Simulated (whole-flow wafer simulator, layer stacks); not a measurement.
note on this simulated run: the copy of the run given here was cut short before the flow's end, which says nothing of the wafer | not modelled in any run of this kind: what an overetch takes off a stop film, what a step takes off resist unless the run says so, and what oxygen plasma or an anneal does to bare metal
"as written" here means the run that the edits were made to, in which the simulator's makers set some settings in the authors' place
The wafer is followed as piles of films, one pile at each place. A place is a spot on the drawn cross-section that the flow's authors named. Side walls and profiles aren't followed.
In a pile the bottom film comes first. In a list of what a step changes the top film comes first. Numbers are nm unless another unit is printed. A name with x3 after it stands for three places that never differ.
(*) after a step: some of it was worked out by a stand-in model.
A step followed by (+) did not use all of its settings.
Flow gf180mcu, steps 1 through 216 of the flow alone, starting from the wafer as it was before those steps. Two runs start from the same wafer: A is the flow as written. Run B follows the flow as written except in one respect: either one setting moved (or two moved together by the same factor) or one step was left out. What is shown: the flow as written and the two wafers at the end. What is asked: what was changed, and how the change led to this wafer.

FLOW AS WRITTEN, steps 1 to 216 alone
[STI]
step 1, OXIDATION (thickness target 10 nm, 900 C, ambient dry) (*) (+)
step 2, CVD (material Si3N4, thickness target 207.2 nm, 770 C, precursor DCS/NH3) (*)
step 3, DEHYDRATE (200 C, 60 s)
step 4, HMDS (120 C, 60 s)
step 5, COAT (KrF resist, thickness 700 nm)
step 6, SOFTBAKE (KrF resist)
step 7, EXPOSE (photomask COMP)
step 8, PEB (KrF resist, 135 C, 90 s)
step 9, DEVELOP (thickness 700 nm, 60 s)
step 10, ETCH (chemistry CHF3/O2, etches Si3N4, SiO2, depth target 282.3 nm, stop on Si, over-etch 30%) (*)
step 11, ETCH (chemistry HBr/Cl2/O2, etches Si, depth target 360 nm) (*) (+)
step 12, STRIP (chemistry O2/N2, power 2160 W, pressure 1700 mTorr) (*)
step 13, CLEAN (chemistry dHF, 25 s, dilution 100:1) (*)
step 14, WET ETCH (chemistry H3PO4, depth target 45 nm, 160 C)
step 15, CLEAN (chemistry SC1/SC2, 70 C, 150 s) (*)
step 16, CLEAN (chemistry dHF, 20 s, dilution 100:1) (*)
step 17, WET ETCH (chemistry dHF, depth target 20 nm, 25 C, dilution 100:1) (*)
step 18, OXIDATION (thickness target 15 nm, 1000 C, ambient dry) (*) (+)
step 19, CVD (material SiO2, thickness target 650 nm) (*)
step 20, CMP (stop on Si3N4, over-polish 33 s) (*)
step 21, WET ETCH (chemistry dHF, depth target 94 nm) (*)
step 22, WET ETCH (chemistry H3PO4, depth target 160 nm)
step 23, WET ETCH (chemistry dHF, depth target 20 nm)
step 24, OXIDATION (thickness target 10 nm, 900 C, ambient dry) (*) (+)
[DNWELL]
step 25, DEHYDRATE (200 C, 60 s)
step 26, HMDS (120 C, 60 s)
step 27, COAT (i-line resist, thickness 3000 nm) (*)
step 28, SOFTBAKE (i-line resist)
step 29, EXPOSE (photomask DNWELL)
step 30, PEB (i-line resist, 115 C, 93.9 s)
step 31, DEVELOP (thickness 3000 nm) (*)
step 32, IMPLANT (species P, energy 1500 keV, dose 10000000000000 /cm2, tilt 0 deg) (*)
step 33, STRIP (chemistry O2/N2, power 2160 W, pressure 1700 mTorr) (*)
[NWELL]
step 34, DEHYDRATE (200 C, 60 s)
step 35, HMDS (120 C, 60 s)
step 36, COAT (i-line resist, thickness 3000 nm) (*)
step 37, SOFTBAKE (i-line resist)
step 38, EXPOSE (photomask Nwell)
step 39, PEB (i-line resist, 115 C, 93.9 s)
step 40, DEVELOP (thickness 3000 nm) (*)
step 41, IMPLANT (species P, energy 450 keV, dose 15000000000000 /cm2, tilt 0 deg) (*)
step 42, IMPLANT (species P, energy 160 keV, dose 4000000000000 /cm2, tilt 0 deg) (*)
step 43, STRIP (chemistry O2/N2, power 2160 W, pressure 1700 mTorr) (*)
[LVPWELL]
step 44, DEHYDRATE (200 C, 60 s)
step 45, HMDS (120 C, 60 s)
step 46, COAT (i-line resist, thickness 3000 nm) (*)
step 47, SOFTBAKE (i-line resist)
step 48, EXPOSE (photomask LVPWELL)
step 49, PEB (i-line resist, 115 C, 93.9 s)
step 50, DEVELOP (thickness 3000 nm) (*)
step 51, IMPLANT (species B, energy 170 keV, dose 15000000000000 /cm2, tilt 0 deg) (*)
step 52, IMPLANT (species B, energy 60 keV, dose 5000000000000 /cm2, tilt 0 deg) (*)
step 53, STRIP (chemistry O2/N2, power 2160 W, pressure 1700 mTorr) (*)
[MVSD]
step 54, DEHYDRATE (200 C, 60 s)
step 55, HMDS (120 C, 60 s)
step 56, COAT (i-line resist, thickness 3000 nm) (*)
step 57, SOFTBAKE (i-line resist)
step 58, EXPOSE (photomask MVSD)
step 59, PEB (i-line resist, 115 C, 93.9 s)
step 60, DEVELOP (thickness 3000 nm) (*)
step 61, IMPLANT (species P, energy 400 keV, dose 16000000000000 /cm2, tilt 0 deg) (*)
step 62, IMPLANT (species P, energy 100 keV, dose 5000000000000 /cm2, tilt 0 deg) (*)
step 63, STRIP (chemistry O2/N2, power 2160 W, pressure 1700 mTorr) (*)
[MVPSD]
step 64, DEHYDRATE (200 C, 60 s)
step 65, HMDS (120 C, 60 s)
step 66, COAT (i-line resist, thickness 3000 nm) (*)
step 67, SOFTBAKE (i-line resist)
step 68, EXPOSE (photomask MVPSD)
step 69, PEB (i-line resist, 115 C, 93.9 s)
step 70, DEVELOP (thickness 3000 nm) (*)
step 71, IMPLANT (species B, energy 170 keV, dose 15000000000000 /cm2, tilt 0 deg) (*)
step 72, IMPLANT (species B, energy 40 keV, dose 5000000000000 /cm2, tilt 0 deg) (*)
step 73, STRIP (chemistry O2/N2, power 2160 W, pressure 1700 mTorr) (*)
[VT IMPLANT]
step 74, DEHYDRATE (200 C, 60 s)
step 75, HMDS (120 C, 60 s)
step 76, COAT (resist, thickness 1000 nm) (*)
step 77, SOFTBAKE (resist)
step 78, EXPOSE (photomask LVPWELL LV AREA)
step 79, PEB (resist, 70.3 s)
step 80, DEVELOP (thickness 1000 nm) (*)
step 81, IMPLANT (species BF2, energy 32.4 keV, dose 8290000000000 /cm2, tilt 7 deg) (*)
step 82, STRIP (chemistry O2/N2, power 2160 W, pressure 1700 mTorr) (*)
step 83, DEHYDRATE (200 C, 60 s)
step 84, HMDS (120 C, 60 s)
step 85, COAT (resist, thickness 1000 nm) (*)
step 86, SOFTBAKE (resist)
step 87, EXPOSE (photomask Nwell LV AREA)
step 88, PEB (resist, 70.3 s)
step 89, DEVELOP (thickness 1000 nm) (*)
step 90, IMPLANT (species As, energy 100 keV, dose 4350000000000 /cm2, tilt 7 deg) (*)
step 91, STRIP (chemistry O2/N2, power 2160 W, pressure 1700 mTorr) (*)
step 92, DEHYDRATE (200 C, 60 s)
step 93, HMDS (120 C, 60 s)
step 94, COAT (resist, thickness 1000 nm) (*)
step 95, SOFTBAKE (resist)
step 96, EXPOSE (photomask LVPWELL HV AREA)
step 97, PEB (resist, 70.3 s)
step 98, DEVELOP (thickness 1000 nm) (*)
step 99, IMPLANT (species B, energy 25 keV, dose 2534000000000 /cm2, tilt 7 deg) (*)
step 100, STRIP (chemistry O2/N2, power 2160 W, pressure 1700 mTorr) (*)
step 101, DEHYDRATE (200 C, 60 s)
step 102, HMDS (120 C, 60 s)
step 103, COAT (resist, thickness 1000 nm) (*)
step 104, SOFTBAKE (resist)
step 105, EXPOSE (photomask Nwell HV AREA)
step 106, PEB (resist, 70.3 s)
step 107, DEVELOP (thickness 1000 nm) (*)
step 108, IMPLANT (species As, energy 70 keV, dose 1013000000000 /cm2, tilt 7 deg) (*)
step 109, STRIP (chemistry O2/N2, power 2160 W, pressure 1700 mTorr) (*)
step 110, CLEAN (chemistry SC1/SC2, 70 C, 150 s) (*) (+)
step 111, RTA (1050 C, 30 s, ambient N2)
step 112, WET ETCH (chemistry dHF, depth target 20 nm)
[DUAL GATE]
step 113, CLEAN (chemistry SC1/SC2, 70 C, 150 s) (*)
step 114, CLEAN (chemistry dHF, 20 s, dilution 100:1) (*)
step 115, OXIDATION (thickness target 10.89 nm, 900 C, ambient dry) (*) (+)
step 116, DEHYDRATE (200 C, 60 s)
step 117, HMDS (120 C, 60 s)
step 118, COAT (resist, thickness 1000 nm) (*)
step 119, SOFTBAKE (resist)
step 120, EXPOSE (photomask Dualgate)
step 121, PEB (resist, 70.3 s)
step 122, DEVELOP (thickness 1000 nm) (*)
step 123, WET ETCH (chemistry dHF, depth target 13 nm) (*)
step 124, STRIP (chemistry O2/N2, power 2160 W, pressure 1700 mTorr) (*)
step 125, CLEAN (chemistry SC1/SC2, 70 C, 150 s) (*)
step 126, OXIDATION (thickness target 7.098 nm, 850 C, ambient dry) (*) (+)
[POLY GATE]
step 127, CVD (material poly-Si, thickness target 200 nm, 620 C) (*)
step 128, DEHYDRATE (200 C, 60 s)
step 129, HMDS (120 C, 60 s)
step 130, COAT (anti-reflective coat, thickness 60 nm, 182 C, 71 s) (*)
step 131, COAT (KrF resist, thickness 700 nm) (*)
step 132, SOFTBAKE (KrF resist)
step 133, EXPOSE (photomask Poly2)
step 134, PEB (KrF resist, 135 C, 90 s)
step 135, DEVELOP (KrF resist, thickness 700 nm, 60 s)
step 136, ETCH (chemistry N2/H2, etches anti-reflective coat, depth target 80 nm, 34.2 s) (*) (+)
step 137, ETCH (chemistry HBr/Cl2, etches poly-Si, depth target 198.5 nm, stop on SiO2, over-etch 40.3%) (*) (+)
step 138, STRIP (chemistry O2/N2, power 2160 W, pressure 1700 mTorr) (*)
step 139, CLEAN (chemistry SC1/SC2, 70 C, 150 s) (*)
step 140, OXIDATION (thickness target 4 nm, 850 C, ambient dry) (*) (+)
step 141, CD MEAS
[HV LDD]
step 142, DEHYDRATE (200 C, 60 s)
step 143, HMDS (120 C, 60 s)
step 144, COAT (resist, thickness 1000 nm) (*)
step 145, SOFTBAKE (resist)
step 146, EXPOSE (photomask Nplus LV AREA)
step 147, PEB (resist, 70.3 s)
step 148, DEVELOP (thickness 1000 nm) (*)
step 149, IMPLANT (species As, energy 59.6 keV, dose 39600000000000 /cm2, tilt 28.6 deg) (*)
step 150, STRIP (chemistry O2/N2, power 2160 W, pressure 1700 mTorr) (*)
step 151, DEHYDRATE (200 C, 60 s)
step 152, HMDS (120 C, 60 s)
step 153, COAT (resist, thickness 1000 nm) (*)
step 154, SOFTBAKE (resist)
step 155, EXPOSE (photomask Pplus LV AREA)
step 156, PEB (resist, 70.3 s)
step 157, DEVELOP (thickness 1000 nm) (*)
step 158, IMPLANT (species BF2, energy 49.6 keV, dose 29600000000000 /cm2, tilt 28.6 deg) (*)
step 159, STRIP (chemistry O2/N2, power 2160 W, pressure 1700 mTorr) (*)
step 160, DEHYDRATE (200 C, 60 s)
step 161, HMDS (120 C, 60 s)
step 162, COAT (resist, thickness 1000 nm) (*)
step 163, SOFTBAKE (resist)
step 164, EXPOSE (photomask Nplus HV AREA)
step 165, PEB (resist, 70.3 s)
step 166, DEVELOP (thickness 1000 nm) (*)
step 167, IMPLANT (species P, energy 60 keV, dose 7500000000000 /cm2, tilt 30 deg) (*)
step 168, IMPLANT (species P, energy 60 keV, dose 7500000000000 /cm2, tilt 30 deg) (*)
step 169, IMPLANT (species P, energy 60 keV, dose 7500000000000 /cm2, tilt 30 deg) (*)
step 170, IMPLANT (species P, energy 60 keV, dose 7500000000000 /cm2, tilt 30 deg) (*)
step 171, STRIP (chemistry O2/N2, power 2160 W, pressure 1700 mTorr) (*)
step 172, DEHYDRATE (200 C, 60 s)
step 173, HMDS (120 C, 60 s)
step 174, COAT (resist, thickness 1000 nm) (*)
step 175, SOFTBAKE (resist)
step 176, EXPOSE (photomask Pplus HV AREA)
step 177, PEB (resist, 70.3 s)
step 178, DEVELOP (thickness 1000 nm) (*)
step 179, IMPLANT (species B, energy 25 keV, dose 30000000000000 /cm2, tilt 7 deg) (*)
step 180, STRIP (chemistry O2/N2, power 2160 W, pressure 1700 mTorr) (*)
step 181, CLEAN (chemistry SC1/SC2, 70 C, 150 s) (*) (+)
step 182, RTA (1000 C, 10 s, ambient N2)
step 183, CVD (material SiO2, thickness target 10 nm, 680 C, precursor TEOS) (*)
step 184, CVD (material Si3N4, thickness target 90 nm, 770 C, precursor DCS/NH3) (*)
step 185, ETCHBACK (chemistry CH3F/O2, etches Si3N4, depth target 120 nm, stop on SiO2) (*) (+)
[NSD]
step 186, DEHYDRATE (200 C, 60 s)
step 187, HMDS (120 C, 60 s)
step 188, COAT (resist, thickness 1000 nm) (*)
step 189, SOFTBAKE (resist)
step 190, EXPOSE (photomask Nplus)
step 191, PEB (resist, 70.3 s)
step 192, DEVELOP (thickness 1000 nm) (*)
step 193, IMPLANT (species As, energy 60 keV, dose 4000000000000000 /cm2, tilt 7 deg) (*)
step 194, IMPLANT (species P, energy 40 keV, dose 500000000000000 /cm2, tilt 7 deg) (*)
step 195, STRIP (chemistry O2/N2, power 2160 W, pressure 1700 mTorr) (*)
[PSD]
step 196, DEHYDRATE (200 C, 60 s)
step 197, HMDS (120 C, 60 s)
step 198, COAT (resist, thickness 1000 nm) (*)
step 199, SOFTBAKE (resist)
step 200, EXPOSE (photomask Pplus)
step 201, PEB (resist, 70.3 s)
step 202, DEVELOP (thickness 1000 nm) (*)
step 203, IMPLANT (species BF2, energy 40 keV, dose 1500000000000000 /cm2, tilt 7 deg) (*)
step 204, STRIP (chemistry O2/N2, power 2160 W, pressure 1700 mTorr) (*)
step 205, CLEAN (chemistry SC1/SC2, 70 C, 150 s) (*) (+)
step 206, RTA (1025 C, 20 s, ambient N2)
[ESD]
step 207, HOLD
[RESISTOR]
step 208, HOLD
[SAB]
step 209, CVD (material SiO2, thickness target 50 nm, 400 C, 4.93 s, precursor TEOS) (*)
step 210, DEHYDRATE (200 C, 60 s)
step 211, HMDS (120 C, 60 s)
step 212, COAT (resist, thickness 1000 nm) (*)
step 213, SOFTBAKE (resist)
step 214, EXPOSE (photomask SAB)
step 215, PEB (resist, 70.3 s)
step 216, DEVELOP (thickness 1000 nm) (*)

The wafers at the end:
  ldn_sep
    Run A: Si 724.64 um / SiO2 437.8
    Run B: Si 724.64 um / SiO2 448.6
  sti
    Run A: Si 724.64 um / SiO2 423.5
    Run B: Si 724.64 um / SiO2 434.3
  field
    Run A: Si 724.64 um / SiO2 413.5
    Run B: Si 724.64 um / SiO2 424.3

The reason: step 112, WET ETCH: depth target 10.2 nm was run, while the flow as written has depth target 20 nm.

Step by step, how the change led to this:
  step 112, WET ETCH (chemistry dHF, depth target 20 nm)
      field, field__w2, field__w3 and 43 more: A SiO2 loses 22 | B SiO2 loses 11.2
  step 119, SOFTBAKE (resist)
      gate_p_hv: A resist gains 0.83 | B resist gains 1.38
  step 130, COAT (anti-reflective coat, thickness 60 nm, 182 C, 71 s) (*)
      p_well, spacer, sd_n: A anti-reflective coat gains 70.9 (new film) | B anti-reflective coat gains 81.2 (new film)
      field: A anti-reflective coat gains 61.5 (new film) | B anti-reflective coat gains 58 (new film)
      (also at 70 further places)
  step 136, ETCH (chemistry N2/H2, etches anti-reflective coat, depth target 80 nm, 34.2 s) (*) (+)
      p_well, spacer, sd_n: A anti-reflective coat loses 70.9 (all of it), poly-Si loses 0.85 | B anti-reflective coat loses 81.2 (all of it), poly-Si loses 0.58
      field: A anti-reflective coat loses 61.5 (all of it), poly-Si loses 1.09 | B anti-reflective coat loses 58 (all of it), poly-Si loses 1.18
      (also at 49 further places)
  step 138, STRIP (chemistry O2/N2, power 2160 W, pressure 1700 mTorr) (*)
      gate: A chemical SiO2 gains 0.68 (new film), KrF resist loses 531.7 (all of it), anti-reflective coat loses 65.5 (all of it), poly-Si loses 0.3 | B chemical SiO2 gains 0.68 (new film), KrF resist loses 532.3 (all of it), anti-reflective coat loses 70.2 (all of it), poly-Si loses 0.3
      gate_hv: A chemical SiO2 gains 0.68 (new film), KrF resist loses 528.4 (all of it), anti-reflective coat loses 61 (all of it), poly-Si loses 0.3 | B chemical SiO2 gains 0.68 (new film), KrF resist loses 530.6 (all of it), anti-reflective coat loses 62.7 (all of it), poly-Si loses 0.3
      (also at 19 further places)
  step 145, SOFTBAKE (resist)
      gate_p_hv: A resist loses 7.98 | B resist loses 7.37
  step 154, SOFTBAKE (resist)
      gate_p_hv: A resist loses 7.98 | B resist loses 7.37
  step 163, SOFTBAKE (resist)
      gate_p_hv: A resist loses 7.98 | B resist loses 7.37
  step 175, SOFTBAKE (resist)
      gate_p_hv: A resist loses 7.98 | B resist loses 7.37
  step 189, SOFTBAKE (resist)
      active_hv: A resist gains 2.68 | B resist loses 0.4
      active_nat: A resist gains 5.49 | B resist gains 9.29
      (also at 1 further place)
  step 199, SOFTBAKE (resist)
      active_hv: A resist gains 2.68 | B resist loses 0.4
      active_nat: A resist gains 5.49 | B resist gains 9.29
      (also at 1 further place)
  step 209, CVD (material SiO2, thickness target 50 nm, 400 C, 4.93 s, precursor TEOS) (*)
      active: A SiO2 gains 50 | B SiO2 gains 48.8
      ld_drn_p: A SiO2 gains 46 | B SiO2 gains 45
  step 213, SOFTBAKE (resist)
      gate_p_hv: A resist loses 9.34 | B resist loses 8.76
      ldn_ch: A resist loses 9.33 | B resist loses 8.81
      (also at 1 further place)
